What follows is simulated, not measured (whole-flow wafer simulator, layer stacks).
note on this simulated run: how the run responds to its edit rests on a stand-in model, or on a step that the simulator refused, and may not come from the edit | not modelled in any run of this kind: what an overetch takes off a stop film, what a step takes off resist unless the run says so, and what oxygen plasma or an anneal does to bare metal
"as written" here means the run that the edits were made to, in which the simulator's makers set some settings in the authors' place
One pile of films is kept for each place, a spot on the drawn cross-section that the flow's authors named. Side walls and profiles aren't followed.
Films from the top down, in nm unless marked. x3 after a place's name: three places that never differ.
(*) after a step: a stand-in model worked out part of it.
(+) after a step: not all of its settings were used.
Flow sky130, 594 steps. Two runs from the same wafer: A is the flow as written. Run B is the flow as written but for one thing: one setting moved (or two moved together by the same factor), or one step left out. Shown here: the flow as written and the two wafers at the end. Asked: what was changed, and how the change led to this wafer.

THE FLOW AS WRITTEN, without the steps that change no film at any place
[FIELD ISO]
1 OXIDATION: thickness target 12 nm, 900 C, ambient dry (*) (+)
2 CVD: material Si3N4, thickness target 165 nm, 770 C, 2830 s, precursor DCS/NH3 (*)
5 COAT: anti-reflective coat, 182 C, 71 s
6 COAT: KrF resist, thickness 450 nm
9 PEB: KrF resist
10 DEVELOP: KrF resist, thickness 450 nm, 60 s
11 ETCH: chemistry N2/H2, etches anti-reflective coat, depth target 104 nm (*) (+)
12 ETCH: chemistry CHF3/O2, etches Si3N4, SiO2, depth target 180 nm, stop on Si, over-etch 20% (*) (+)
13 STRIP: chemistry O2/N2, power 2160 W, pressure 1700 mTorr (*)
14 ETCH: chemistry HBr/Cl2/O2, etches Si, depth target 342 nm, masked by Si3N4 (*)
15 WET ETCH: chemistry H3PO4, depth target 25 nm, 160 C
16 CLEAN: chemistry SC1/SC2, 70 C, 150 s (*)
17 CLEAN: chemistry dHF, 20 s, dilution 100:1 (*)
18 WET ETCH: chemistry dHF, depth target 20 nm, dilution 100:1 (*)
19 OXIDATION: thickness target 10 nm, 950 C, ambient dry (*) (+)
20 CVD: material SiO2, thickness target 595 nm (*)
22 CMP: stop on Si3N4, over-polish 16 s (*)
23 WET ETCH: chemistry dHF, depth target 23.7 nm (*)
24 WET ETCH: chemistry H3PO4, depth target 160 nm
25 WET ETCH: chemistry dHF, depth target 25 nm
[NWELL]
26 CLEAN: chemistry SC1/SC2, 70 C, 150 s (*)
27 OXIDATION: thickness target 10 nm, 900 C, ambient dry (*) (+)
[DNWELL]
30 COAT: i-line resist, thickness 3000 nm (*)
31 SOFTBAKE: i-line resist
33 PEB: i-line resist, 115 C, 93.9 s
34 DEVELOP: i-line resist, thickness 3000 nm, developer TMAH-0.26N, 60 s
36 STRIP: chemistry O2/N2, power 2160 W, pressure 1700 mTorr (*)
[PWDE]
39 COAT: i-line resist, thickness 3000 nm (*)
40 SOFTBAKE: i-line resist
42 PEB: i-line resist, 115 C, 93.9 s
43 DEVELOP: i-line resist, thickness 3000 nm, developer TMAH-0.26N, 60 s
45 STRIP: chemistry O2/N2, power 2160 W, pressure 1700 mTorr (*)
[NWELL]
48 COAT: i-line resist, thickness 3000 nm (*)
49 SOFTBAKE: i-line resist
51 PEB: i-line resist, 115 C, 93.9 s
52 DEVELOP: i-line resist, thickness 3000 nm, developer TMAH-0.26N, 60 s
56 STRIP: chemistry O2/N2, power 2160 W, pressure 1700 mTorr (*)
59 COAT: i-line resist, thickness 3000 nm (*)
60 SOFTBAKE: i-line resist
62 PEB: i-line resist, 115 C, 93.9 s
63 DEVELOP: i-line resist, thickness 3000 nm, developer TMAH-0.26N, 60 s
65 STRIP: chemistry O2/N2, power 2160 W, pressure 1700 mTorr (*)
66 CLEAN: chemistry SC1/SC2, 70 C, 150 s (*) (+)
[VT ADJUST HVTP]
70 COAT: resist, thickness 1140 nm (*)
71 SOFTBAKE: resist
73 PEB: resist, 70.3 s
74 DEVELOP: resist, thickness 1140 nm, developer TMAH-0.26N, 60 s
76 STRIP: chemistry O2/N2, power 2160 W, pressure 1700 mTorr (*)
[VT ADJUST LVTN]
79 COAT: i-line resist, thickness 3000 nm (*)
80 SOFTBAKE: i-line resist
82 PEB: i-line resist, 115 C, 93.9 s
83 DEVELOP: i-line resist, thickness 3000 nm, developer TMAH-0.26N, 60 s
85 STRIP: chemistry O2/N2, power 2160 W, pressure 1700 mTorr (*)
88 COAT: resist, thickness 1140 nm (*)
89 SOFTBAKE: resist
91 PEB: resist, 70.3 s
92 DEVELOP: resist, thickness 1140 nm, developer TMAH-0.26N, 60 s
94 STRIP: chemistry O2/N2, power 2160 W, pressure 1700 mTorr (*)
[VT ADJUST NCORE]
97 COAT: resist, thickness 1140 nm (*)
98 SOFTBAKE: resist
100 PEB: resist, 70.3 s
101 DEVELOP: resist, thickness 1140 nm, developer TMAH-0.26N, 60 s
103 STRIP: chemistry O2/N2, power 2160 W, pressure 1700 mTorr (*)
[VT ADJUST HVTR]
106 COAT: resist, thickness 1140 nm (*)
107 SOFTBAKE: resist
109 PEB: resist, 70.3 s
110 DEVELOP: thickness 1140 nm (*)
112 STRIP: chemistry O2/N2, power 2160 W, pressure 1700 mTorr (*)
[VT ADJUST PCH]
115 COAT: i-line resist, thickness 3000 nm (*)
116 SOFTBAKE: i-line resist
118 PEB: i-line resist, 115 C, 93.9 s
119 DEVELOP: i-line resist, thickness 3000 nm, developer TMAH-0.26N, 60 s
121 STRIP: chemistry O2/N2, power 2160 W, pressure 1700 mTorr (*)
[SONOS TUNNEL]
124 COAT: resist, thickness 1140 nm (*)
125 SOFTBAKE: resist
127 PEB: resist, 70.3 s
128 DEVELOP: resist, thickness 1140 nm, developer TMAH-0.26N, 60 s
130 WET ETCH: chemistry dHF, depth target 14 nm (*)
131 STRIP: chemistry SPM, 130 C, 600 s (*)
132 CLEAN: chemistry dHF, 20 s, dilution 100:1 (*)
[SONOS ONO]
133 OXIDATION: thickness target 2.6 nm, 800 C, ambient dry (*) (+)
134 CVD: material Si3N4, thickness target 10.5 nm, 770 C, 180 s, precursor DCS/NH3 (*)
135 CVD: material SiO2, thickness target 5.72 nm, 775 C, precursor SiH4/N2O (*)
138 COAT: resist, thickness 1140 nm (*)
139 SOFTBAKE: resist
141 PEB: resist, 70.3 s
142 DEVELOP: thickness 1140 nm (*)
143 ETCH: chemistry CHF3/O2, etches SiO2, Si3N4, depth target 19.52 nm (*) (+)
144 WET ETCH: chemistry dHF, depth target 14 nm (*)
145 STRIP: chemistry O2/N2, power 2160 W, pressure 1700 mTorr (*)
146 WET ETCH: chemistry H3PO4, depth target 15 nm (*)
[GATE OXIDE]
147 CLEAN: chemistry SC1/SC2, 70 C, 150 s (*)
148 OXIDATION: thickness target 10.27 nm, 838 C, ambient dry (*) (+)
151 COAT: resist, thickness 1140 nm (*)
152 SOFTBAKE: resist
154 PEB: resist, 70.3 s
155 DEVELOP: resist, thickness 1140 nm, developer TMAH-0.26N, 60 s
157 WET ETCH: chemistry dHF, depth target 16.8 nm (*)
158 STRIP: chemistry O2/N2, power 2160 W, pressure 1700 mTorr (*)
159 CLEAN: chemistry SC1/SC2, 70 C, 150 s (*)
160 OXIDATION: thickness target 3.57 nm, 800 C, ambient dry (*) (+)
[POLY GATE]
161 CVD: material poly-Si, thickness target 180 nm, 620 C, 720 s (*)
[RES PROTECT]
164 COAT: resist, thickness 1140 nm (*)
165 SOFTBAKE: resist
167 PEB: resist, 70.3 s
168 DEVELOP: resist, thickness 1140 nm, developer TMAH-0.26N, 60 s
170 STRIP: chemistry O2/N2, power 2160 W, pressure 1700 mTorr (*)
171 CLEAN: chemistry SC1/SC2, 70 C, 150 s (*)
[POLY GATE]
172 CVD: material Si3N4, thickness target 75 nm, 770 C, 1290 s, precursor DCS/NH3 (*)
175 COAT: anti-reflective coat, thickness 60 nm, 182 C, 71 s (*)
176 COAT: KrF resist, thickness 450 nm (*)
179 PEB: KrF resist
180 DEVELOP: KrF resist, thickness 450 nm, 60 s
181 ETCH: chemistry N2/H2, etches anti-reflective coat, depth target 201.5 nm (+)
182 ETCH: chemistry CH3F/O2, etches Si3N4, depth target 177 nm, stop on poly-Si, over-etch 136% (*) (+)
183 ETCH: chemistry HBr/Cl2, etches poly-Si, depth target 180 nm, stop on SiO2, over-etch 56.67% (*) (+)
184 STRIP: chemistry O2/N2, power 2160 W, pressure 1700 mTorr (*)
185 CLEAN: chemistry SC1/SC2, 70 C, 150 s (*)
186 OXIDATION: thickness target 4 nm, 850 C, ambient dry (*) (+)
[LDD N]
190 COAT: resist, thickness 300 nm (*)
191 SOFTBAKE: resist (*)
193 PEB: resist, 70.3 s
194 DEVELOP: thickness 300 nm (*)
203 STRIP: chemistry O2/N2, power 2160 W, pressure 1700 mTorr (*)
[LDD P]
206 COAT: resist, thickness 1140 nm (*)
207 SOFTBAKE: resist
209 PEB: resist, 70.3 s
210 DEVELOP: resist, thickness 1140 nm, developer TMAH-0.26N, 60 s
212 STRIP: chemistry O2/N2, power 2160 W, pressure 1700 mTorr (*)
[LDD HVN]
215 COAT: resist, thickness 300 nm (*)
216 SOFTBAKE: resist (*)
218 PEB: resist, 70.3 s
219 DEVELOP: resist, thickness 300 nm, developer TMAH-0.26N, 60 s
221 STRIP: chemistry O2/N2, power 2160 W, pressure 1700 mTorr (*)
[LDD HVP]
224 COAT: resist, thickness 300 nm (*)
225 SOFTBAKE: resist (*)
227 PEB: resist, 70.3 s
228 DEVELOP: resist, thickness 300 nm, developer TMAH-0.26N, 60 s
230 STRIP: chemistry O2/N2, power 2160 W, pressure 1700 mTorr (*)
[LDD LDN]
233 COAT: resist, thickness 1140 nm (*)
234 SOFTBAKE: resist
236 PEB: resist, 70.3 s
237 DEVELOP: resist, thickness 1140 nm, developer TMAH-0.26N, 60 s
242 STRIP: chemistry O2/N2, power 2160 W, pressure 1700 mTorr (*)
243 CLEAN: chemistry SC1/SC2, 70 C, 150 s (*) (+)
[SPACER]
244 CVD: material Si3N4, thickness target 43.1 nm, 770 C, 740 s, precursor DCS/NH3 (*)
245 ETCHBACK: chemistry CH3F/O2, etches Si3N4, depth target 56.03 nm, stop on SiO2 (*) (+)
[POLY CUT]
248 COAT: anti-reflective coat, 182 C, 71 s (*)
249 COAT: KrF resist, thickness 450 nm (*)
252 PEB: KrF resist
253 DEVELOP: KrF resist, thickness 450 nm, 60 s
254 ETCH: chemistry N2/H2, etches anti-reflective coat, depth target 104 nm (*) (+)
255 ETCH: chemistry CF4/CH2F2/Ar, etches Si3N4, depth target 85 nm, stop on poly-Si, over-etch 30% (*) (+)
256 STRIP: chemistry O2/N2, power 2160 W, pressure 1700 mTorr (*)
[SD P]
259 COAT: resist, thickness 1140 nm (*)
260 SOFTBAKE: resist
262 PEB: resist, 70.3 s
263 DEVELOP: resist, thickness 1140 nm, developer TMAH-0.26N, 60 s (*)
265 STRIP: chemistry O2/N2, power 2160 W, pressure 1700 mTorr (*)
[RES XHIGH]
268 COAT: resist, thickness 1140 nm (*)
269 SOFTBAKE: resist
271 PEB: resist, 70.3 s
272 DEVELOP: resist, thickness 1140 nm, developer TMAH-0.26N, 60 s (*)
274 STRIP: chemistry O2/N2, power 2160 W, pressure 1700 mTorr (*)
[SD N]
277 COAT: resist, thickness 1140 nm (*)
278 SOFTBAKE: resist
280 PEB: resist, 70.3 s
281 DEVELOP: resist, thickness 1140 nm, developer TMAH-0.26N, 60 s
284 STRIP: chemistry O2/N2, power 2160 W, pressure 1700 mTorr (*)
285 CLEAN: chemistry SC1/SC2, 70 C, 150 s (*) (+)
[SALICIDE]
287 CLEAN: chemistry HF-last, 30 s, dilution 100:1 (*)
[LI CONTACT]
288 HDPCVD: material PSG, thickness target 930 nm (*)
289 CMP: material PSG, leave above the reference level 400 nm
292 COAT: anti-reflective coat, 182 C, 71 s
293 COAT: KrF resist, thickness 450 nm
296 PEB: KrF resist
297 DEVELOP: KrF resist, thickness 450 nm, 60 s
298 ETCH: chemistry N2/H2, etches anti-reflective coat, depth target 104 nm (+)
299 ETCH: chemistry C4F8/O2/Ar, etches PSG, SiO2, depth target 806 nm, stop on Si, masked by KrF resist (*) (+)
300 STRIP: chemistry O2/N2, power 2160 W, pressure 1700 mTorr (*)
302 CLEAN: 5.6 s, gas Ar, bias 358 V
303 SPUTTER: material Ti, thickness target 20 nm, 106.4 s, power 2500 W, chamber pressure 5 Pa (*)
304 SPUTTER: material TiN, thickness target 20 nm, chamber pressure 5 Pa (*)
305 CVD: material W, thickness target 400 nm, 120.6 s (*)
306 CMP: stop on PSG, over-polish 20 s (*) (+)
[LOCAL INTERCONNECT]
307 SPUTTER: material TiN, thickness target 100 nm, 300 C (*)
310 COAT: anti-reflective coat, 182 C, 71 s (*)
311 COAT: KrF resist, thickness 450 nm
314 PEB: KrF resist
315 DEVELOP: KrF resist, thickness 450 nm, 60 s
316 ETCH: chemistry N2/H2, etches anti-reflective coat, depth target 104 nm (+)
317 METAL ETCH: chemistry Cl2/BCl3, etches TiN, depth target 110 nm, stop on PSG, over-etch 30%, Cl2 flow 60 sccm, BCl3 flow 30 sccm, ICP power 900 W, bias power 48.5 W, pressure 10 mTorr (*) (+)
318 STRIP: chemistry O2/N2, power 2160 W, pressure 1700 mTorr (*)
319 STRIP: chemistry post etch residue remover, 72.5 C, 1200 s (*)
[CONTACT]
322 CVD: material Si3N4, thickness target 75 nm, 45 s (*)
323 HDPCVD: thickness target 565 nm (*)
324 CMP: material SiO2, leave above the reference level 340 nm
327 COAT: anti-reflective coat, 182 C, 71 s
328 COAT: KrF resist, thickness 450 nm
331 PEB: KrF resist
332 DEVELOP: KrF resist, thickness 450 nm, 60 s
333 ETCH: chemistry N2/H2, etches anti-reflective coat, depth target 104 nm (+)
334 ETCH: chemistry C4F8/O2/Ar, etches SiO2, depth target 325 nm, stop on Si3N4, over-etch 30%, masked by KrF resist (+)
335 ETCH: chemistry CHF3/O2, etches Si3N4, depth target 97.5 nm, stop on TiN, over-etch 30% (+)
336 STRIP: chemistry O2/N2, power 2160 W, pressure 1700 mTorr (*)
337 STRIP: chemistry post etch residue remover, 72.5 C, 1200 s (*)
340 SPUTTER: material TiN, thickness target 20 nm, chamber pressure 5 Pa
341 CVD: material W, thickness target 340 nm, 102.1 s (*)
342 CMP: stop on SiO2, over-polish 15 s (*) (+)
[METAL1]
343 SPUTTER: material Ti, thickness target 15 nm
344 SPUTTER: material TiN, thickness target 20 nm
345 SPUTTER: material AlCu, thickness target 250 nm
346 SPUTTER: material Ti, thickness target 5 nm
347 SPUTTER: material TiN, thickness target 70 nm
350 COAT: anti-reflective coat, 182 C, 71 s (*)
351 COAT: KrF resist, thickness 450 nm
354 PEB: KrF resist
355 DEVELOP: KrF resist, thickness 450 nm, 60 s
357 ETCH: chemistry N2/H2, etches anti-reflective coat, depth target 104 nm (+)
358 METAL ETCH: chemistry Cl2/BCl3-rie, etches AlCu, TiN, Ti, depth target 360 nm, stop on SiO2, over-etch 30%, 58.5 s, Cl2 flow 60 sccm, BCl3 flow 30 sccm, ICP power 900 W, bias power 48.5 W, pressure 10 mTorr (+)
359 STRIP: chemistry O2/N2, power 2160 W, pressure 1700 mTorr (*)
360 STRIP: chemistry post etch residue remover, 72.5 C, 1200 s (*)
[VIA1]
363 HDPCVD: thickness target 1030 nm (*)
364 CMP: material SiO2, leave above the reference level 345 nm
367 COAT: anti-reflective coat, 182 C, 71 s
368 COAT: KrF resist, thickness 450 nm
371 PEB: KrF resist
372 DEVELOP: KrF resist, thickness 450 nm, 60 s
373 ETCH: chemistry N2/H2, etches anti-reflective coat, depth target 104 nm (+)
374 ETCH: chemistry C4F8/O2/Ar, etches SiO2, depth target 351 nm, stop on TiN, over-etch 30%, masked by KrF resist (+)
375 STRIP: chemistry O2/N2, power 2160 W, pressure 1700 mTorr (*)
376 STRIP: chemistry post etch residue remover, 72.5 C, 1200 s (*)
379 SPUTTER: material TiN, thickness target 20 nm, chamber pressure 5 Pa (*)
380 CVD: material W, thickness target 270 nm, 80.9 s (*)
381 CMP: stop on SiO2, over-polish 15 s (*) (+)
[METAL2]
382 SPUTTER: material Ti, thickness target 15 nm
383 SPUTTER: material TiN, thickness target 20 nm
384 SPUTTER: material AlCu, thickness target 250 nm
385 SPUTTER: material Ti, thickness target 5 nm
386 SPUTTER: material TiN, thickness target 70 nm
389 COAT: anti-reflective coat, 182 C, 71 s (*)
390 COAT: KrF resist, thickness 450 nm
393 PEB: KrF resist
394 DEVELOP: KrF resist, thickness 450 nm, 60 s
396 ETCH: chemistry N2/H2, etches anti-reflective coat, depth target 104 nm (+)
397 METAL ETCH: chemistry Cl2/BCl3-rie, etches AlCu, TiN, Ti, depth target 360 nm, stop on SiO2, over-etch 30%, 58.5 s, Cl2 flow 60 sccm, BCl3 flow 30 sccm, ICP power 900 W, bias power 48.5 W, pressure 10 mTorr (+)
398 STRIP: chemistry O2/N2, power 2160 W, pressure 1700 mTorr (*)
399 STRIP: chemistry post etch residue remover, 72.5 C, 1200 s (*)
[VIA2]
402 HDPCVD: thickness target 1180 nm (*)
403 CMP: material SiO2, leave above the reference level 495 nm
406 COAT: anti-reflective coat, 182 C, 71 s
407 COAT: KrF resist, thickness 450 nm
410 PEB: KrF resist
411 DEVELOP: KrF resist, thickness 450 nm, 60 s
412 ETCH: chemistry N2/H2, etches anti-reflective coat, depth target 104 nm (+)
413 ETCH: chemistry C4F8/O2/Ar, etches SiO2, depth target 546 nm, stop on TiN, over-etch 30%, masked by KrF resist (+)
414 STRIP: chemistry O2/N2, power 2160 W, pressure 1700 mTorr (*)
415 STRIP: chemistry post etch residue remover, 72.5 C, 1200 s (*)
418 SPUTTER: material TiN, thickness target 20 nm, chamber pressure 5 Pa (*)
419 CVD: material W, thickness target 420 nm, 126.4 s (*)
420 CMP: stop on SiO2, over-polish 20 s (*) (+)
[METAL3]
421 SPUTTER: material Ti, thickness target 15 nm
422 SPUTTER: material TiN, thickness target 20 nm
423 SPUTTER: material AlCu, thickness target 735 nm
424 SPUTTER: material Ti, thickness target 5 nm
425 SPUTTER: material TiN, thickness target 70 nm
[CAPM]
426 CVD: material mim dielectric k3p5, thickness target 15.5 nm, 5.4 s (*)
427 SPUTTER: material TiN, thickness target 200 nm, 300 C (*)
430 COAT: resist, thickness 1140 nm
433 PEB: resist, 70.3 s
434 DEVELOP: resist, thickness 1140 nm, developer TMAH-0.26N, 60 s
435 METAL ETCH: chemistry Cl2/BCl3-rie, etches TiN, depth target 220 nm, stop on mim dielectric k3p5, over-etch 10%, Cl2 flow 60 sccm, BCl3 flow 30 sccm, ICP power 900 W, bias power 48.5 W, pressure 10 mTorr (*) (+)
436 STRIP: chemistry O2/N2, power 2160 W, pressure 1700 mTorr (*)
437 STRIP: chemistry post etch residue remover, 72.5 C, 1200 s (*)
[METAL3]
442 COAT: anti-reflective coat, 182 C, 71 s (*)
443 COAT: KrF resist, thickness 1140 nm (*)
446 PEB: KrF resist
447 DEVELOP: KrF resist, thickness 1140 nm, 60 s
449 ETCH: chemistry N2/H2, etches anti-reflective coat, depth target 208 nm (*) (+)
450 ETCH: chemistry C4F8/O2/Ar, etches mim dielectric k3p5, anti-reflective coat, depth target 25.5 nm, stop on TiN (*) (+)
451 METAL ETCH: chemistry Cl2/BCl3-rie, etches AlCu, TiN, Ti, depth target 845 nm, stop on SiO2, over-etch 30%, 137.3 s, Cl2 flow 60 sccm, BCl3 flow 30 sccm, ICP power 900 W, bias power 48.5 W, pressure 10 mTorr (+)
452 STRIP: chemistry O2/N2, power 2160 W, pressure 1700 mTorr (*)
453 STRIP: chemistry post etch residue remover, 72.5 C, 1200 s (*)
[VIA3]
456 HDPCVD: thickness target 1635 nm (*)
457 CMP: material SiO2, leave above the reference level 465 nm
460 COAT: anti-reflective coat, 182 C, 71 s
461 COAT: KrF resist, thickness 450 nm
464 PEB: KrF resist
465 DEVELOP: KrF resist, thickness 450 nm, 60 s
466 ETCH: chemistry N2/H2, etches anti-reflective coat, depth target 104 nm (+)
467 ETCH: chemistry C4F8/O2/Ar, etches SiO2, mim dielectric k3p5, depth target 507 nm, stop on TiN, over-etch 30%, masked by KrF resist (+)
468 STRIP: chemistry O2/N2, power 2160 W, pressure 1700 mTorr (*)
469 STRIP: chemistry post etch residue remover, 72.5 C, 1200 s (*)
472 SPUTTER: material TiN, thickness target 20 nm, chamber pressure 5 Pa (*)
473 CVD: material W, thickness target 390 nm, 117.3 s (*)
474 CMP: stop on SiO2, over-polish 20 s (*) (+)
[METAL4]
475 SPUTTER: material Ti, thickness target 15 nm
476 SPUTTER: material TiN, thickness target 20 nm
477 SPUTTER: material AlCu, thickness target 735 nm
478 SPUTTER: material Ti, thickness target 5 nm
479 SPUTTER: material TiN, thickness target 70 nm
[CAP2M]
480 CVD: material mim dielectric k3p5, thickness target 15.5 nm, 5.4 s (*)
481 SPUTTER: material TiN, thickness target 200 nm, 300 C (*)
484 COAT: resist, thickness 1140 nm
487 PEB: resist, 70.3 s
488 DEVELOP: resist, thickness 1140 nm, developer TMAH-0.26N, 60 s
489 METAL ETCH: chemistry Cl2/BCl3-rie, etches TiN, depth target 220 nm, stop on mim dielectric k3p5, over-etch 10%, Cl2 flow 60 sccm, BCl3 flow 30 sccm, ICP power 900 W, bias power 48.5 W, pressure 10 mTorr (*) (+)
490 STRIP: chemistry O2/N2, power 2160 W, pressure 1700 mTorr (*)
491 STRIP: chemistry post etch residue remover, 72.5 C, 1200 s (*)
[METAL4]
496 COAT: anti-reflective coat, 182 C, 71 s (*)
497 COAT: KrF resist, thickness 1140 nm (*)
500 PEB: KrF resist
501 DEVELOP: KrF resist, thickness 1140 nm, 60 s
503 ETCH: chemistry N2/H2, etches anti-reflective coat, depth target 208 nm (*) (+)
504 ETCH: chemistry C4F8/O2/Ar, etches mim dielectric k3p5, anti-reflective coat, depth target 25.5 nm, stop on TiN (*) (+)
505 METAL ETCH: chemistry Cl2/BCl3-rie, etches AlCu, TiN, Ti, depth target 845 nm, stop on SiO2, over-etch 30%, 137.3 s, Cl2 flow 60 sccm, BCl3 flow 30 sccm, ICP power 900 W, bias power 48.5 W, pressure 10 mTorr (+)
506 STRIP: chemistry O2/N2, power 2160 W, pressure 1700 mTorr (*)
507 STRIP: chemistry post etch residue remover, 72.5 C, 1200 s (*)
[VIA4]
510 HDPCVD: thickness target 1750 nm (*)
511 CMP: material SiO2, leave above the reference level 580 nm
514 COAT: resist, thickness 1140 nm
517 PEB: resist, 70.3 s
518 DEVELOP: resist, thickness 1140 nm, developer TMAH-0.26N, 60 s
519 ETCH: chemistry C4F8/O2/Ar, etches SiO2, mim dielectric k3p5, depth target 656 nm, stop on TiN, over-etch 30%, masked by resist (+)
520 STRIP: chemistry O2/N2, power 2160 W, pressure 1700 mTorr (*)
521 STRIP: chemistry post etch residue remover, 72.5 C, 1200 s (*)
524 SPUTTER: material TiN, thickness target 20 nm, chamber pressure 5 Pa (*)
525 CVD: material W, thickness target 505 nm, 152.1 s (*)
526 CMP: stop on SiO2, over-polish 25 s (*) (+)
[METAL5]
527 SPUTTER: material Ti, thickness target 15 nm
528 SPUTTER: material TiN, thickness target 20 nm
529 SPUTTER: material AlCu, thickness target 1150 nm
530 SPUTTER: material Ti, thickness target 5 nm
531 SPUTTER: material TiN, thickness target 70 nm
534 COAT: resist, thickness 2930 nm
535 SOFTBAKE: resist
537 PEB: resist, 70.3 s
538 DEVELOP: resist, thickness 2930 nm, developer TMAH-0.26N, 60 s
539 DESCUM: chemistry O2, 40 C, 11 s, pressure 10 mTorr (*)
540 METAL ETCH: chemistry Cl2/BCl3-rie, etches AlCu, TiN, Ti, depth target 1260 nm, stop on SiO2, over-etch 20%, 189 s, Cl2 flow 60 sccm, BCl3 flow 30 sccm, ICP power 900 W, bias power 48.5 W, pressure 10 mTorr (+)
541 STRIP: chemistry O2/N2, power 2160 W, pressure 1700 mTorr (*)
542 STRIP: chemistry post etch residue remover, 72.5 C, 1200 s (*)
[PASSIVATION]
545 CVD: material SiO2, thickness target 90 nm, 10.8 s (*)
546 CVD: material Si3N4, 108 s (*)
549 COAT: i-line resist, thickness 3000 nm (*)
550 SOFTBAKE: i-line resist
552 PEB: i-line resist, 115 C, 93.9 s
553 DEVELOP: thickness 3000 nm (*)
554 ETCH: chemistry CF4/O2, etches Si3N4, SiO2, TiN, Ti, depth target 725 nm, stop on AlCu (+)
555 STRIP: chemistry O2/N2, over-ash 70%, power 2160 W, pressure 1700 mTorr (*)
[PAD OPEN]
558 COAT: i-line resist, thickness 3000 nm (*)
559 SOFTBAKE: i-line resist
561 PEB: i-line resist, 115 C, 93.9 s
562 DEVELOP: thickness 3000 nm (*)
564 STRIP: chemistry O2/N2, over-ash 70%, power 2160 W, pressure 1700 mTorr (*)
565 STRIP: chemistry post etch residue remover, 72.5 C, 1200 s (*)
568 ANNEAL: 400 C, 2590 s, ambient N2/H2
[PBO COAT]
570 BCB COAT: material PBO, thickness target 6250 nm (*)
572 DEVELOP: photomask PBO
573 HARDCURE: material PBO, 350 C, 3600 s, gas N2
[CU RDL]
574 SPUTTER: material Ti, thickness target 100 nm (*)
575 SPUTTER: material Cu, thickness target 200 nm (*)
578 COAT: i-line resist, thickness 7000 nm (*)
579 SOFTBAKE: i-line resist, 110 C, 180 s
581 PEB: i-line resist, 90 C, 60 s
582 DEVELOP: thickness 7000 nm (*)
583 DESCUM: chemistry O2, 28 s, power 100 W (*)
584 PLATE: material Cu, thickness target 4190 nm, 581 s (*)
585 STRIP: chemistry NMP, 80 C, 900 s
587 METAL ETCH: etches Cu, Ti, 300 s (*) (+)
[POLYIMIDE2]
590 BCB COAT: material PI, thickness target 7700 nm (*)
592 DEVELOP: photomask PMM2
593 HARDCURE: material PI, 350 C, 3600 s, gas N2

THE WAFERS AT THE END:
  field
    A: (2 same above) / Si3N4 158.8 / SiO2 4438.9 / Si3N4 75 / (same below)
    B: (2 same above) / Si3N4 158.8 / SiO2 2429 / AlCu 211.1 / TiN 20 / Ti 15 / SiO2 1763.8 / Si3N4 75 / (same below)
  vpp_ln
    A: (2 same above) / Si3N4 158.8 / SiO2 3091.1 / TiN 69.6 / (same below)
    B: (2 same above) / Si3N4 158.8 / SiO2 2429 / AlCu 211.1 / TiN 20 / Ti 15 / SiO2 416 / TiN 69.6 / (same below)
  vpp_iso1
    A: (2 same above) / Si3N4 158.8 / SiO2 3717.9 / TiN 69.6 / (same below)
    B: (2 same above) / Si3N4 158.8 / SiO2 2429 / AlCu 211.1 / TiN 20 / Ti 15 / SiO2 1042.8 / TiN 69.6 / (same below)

The cause: step 451, METAL ETCH: depth target 456.3 nm was run, where the flow has depth target 845 nm; step 451, METAL ETCH: 74.1 s was run, where the flow has 137.3 s.

How the change led to this, step by step:
  451 METAL ETCH: chemistry Cl2/BCl3-rie, etches AlCu, TiN, Ti, depth target 845 nm, stop on SiO2, over-etch 30%, 137.3 s, Cl2 flow 60 sccm, BCl3 flow 30 sccm, ICP power 900 W, bias power 48.5 W, pressure 10 mTorr (+)
      field, gate, spacer and 68 more: A TiN -70 (all of it), Ti -5 (all of it), AlCu -735 (all of it), TiN -20 (all of it), Ti -15 (all of it), SiO2 -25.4 | B TiN -70 (all of it), Ti -5 (all of it), AlCu -518.2
      active, vpp_ln, vpp_iso2 and 11 more: A TiN -70 (all of it), Ti -5 (all of it), AlCu -735 (all of it), TiN -20 (all of it), Ti -15 (all of it), SiO2 -25.3 | B TiN -70 (all of it), Ti -5 (all of it), AlCu -518.2
      (and at 107 more places)
  452 STRIP: chemistry O2/N2, power 2160 W, pressure 1700 mTorr (*)
      gate_hv, dice_street, pplus_nw and 74 more: A KrF resist -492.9 (all of it), anti-reflective coat -80 (all of it) | B KrF resist -745.6 (all of it), anti-reflective coat -80 (all of it)
      n_well, p_well, sd_n, sd_p, pad, vpp_tail, mim_edge_gap, mim_edge_gap_sheet: A KrF resist -492.9 (all of it), anti-reflective coat -80 (all of it) | B KrF resist -745.5 (all of it), anti-reflective coat -80 (all of it)
      (and at 22 more places)
  453 STRIP: chemistry post etch residue remover, 72.5 C, 1200 s (*)
      field, active, gate and 82 more: A nothing | B AlCu -5.72
  456 HDPCVD: thickness target 1635 nm (*)
      field, active, gate and 82 more: A SiO2 +1635 | B SiO2 +1635 (new film)
  457 CMP: material SiO2, leave above the reference level 465 nm
      field, active, gate and 82 more: A SiO2 -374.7 | B SiO2 -646.1
Counting metal films that touch as one body, field has 1 body; the flow as written gives 0 bodies.
Counting metal films that touch as one body, vpp_ln has 3 bodies (between them, from the top down: SiO2 416; SiO2 267.2); the flow as written gives 2 bodies (between them, from the top down: SiO2 267.2).
Counting metal films that touch as one body, vpp_iso1 has 2 bodies (between them, from the top down: SiO2 1042.8); the flow as written gives 1 body.
